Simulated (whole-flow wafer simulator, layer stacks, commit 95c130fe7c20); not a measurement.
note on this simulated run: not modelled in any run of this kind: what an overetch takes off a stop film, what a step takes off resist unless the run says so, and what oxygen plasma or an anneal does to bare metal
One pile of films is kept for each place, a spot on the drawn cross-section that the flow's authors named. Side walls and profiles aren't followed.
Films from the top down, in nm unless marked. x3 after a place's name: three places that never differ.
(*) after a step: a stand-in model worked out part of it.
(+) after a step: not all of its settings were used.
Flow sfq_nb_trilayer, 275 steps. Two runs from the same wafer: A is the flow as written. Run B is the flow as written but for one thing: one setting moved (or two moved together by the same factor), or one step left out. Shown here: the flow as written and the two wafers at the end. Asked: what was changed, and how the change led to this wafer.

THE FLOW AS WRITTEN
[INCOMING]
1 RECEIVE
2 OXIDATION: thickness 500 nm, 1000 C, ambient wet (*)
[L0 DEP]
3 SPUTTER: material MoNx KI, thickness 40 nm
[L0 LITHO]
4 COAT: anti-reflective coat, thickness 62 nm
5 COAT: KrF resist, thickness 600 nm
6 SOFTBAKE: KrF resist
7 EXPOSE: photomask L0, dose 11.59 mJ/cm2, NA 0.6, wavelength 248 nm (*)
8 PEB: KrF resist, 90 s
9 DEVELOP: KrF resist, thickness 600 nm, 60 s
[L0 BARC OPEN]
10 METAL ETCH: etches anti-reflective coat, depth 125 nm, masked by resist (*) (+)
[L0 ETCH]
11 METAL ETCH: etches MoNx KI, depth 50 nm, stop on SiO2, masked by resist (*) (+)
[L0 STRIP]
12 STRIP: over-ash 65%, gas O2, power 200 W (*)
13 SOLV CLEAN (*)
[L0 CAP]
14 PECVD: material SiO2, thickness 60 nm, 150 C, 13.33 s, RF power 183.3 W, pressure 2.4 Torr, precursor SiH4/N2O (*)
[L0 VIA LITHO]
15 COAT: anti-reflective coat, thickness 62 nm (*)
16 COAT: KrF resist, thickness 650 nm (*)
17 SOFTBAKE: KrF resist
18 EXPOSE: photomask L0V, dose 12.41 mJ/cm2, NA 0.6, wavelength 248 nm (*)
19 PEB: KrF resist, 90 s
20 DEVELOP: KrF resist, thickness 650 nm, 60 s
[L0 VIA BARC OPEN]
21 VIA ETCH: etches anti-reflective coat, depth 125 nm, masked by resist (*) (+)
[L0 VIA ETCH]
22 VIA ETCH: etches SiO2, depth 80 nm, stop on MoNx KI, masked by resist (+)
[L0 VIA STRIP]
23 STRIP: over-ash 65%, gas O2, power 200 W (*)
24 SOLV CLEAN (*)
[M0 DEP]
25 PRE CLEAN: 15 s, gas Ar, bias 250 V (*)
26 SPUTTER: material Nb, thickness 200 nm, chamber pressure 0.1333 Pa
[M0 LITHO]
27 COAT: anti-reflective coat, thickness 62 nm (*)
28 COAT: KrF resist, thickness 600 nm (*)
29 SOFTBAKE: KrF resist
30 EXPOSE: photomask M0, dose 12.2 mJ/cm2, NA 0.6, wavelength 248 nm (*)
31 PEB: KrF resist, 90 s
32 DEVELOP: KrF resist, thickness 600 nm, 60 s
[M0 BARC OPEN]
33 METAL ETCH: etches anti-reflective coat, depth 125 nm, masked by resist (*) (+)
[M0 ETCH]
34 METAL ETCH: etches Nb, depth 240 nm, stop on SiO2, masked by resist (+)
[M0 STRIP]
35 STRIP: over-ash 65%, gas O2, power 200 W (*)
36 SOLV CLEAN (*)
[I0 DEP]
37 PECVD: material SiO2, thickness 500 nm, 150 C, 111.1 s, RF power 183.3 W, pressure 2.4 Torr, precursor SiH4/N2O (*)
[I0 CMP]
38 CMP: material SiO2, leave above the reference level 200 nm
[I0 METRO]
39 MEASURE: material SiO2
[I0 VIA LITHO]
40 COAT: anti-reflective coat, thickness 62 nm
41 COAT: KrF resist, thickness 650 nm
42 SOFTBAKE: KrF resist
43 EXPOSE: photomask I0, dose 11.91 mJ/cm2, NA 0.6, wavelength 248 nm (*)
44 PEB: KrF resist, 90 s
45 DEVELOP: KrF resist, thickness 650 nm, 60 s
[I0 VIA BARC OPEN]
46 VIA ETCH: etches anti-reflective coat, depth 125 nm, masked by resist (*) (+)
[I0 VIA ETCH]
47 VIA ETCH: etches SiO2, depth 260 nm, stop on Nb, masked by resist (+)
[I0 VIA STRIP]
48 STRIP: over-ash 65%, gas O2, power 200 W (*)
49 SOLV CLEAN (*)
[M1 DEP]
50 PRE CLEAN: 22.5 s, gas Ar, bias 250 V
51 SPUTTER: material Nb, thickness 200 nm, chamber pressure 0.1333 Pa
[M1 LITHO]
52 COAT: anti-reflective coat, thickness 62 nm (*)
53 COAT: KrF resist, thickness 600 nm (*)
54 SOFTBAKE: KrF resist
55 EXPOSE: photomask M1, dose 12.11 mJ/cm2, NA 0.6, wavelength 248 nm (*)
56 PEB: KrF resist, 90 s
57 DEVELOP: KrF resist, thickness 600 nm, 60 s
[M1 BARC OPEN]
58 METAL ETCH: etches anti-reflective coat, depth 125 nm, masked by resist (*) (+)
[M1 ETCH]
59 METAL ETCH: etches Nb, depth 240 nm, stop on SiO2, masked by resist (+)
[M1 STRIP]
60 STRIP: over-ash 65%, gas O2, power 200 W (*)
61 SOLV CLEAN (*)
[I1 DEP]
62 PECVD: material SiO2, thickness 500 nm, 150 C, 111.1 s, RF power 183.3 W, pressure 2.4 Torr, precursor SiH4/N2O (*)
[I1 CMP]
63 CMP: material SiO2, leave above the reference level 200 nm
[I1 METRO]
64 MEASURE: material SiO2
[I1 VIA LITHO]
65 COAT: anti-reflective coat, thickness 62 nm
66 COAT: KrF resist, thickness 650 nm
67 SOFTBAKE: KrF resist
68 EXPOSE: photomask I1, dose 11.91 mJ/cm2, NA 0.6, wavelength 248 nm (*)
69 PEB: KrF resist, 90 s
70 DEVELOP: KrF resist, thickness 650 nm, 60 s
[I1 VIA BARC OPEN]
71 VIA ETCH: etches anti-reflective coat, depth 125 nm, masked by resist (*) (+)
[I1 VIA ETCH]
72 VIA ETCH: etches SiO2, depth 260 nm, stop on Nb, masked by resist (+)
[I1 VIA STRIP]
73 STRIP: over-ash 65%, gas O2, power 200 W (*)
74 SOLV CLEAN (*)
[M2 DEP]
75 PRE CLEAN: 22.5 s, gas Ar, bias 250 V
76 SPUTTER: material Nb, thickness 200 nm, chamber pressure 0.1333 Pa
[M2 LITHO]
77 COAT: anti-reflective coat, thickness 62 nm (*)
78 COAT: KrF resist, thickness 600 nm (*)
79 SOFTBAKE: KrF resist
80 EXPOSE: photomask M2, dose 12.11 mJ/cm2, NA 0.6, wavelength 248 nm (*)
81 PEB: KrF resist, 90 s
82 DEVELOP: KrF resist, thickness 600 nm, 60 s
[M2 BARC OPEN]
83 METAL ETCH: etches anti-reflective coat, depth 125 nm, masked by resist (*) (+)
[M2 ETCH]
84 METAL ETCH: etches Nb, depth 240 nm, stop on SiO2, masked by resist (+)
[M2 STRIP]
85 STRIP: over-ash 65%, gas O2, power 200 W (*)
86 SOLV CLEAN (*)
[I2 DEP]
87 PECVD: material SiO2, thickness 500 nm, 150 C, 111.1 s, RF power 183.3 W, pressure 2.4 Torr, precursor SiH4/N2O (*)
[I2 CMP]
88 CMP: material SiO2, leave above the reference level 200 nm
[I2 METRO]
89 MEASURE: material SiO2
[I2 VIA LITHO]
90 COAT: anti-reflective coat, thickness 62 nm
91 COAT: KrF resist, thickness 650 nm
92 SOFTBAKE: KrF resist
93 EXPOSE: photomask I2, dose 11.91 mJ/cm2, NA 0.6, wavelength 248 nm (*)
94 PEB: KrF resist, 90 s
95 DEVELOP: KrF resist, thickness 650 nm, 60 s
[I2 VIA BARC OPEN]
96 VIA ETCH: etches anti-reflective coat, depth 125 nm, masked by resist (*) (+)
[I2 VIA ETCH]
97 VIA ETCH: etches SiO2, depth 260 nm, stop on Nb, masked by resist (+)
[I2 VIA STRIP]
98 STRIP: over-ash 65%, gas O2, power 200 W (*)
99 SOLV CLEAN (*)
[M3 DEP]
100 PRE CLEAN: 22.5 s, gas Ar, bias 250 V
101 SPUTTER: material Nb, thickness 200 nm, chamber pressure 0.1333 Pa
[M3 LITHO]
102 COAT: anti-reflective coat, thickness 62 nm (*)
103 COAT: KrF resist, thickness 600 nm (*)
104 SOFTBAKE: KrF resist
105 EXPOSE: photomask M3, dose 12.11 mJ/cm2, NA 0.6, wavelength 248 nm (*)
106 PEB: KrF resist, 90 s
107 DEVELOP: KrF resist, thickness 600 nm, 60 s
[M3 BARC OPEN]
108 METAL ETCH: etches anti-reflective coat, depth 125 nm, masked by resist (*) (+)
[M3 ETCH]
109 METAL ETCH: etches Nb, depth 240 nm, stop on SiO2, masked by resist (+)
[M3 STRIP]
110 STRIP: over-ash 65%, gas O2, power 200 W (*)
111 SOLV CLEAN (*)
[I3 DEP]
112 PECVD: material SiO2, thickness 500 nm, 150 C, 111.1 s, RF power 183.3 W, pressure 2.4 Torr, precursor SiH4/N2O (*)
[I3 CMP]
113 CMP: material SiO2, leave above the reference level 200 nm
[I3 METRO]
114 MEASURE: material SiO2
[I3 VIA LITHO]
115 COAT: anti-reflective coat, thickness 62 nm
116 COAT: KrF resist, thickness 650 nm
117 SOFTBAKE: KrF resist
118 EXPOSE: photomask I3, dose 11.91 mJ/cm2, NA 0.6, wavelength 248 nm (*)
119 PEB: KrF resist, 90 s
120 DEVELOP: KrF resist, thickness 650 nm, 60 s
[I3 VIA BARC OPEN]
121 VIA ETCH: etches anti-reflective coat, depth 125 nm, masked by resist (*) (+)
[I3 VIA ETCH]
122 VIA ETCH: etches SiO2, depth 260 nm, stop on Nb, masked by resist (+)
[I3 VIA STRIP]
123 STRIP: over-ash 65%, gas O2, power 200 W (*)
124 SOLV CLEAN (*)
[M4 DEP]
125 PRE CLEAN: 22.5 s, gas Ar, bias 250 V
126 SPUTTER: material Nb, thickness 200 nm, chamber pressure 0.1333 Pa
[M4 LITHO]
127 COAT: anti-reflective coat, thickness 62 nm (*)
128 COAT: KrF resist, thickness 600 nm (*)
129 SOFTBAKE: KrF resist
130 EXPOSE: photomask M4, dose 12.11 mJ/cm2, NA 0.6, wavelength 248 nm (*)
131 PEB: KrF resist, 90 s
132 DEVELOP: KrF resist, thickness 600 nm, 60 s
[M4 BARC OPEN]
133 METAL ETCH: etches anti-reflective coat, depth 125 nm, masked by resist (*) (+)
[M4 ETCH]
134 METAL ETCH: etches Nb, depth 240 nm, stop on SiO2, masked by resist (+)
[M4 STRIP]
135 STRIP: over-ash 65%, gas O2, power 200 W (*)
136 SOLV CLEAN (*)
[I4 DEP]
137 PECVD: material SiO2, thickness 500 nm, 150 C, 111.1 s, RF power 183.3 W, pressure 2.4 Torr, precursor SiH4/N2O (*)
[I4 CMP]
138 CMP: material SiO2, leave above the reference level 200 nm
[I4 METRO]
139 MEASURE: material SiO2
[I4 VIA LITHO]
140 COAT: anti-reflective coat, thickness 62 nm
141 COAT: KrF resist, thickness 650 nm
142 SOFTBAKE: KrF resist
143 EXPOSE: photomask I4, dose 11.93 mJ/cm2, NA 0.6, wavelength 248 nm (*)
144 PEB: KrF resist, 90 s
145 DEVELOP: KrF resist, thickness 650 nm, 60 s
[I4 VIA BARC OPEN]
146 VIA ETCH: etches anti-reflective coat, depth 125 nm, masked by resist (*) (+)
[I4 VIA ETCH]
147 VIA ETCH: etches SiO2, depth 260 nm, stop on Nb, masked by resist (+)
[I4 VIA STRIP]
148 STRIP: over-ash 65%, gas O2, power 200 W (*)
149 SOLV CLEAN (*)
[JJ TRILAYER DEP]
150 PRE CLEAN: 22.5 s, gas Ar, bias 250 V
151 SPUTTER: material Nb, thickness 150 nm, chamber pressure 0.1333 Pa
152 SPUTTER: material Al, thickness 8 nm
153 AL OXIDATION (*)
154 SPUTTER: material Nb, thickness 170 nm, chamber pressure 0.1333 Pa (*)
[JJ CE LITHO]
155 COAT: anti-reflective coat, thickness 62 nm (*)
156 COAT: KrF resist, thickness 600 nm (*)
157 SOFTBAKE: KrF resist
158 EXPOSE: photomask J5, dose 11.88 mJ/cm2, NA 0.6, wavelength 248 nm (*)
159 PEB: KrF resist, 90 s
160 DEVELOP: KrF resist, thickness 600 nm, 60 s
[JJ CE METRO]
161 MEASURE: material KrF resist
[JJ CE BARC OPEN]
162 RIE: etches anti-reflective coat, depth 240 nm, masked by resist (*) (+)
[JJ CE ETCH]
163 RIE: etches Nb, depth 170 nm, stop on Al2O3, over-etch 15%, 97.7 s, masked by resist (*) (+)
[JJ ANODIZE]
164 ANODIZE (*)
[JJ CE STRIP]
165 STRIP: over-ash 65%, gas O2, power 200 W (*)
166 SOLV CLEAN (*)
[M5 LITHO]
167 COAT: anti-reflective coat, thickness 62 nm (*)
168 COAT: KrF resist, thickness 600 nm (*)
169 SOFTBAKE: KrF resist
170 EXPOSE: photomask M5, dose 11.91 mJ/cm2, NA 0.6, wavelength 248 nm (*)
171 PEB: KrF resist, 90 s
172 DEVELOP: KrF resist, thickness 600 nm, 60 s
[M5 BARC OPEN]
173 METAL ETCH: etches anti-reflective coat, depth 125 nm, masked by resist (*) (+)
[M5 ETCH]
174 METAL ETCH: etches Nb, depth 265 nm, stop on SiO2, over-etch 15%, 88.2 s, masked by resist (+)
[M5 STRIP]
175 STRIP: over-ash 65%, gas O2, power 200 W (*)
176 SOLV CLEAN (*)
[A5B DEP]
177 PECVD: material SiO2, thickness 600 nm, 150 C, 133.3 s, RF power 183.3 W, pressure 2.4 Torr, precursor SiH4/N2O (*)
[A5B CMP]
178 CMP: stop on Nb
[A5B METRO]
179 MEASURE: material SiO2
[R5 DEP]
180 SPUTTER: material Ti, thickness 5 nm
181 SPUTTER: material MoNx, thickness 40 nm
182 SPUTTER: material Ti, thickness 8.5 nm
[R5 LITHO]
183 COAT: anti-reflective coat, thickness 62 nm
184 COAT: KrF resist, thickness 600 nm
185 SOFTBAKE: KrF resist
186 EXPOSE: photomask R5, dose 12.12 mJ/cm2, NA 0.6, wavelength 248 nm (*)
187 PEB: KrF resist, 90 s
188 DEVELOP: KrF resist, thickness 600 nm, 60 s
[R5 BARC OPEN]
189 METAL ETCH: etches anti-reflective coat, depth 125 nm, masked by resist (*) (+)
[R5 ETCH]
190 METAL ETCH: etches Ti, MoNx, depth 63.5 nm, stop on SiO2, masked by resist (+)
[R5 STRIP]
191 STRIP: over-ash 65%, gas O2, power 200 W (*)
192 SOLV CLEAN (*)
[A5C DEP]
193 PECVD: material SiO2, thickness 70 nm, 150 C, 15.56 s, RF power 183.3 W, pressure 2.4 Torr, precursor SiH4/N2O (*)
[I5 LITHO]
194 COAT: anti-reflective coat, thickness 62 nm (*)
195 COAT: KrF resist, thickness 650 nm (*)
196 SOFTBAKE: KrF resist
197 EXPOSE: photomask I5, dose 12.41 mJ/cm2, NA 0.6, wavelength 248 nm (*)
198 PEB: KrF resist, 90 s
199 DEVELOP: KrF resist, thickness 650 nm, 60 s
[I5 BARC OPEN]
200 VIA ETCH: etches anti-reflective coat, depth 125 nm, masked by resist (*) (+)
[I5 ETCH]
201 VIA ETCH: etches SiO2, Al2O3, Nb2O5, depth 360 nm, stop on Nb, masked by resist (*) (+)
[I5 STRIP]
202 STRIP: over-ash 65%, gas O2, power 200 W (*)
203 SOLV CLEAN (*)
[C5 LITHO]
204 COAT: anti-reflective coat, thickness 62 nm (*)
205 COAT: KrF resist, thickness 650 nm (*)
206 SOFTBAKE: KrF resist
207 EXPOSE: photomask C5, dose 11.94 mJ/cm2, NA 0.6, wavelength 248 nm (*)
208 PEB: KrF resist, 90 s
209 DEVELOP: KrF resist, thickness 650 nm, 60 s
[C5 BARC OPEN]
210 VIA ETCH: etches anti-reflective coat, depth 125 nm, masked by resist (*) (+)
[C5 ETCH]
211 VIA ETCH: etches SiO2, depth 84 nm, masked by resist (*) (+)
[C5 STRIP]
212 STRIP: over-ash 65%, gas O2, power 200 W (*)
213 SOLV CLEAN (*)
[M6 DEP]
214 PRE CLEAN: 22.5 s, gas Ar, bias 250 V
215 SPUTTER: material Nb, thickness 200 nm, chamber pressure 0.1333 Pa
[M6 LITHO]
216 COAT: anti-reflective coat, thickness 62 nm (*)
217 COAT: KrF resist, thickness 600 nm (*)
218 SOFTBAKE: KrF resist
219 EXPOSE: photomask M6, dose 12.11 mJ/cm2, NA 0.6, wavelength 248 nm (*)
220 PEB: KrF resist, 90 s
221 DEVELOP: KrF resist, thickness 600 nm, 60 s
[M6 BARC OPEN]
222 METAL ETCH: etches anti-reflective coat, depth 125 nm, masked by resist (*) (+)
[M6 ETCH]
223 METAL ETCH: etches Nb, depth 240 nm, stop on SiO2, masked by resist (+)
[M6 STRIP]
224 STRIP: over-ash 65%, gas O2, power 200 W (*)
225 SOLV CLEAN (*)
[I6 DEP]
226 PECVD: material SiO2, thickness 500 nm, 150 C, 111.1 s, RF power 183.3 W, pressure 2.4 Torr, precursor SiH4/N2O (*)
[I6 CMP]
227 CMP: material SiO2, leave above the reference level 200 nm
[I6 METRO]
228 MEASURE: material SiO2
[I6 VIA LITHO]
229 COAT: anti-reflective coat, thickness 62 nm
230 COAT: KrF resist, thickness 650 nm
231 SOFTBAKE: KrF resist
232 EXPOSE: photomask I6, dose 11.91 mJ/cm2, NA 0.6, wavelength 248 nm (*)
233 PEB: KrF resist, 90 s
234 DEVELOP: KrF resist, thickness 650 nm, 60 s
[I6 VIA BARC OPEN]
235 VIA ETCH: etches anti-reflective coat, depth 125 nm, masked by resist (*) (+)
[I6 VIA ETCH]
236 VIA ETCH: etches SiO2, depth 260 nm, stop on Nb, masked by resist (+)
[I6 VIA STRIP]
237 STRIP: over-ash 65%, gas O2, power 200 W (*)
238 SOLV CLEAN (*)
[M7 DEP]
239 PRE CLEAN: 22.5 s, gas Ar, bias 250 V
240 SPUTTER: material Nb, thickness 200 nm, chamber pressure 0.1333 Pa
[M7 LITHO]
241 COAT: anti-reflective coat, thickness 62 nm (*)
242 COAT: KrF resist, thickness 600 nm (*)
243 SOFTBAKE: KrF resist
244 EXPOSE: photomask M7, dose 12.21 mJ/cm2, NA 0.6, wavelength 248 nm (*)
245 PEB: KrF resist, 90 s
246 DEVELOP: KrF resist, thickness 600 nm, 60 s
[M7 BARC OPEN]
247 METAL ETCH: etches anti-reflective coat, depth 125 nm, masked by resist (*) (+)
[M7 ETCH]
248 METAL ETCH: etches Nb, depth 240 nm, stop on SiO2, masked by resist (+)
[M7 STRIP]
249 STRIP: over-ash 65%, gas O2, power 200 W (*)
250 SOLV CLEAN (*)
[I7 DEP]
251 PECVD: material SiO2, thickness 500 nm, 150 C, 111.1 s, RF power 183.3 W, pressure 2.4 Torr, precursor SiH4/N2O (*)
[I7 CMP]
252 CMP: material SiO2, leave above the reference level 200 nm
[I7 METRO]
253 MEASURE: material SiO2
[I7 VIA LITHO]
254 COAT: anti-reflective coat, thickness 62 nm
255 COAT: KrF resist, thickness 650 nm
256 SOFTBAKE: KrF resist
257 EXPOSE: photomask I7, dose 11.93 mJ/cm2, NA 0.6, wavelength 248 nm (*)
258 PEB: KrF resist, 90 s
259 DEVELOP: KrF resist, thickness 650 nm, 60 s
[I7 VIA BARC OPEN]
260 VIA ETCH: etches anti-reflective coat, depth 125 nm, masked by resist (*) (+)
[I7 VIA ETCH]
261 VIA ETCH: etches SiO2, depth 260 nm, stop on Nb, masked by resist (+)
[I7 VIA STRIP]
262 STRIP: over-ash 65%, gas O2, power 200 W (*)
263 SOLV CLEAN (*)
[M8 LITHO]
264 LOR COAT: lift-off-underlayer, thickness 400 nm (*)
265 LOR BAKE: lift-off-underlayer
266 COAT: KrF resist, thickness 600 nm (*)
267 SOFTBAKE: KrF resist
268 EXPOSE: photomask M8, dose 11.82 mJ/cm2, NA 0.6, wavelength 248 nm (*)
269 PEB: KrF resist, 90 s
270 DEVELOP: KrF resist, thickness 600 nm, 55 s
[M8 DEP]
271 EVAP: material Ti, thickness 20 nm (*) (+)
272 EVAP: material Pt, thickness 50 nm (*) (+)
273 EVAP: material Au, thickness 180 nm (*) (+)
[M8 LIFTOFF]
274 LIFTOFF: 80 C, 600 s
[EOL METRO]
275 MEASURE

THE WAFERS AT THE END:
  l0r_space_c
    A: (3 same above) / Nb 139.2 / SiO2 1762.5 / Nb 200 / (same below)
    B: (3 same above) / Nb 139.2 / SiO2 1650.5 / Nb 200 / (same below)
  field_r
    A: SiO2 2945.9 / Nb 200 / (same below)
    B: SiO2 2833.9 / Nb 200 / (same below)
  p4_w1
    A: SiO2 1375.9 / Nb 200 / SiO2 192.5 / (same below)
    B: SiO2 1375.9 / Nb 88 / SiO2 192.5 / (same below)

The cause: step 126, SPUTTER: thickness 88 nm was run, where the flow has thickness 200 nm.
It can be read off the wafer: p4_w1 has Nb 88, and step 126 as written asks for 200 nm.

How the change led to this, step by step:
  126 SPUTTER: material Nb, thickness 200 nm, chamber pressure 0.1333 Pa
      field_l, v_sur, via_wl and 102 more: A Nb +200 (new film) | B Nb +88 (new film)
      via_v: A Nb +165.5 | B Nb +72.5
  127 COAT: anti-reflective coat, thickness 62 nm (*)
      via_v: A anti-reflective coat +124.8 (new film) | B anti-reflective coat +119.3 (new film)
  134 METAL ETCH: etches Nb, depth 240 nm, stop on SiO2, masked by resist (+)
      field_l, be, be_sur and 64 more: A Nb -200 (all of it) | B Nb -88 (all of it)
      v_sur, via_wl, via_w and 36 more: A KrF resist -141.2 | B KrF resist -77.6
  135 STRIP: over-ash 65%, gas O2, power 200 W (*)
      p4_fl, p4_fm, p4_w1 and 26 more: A KrF resist -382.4 (all of it), anti-reflective coat -62 (all of it) | B KrF resist -445.9 (all of it), anti-reflective coat -62 (all of it)
      ln_m5, lsp_m, ln_m6: A KrF resist -381.9 (all of it), anti-reflective coat -61.8 (all of it) | B KrF resist -445.5 (all of it), anti-reflective coat -61.8 (all of it)
      (and at 7 more places)
  137 PECVD: material SiO2, thickness 500 nm, 150 C, 111.1 s, RF power 183.3 W, pressure 2.4 Torr, precursor SiH4/N2O (*)
      p3_s0, p3_s1, p3_s2, p3_s3, p3_s4, p3_s5: A SiO2 +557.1 | B SiO2 +500
      via_v: A SiO2 +615 (new film) | B SiO2 +583.7 (new film)
  138 CMP: material SiO2, leave above the reference level 200 nm
      field_l, be, be_sur and 55 more: A SiO2 -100 | B SiO2 -212
      p3_s0, p3_s1, p3_s2, p3_s3, p3_s4, p3_s5: A SiO2 -157.1 | B SiO2 -212
      (and at 4 more places)
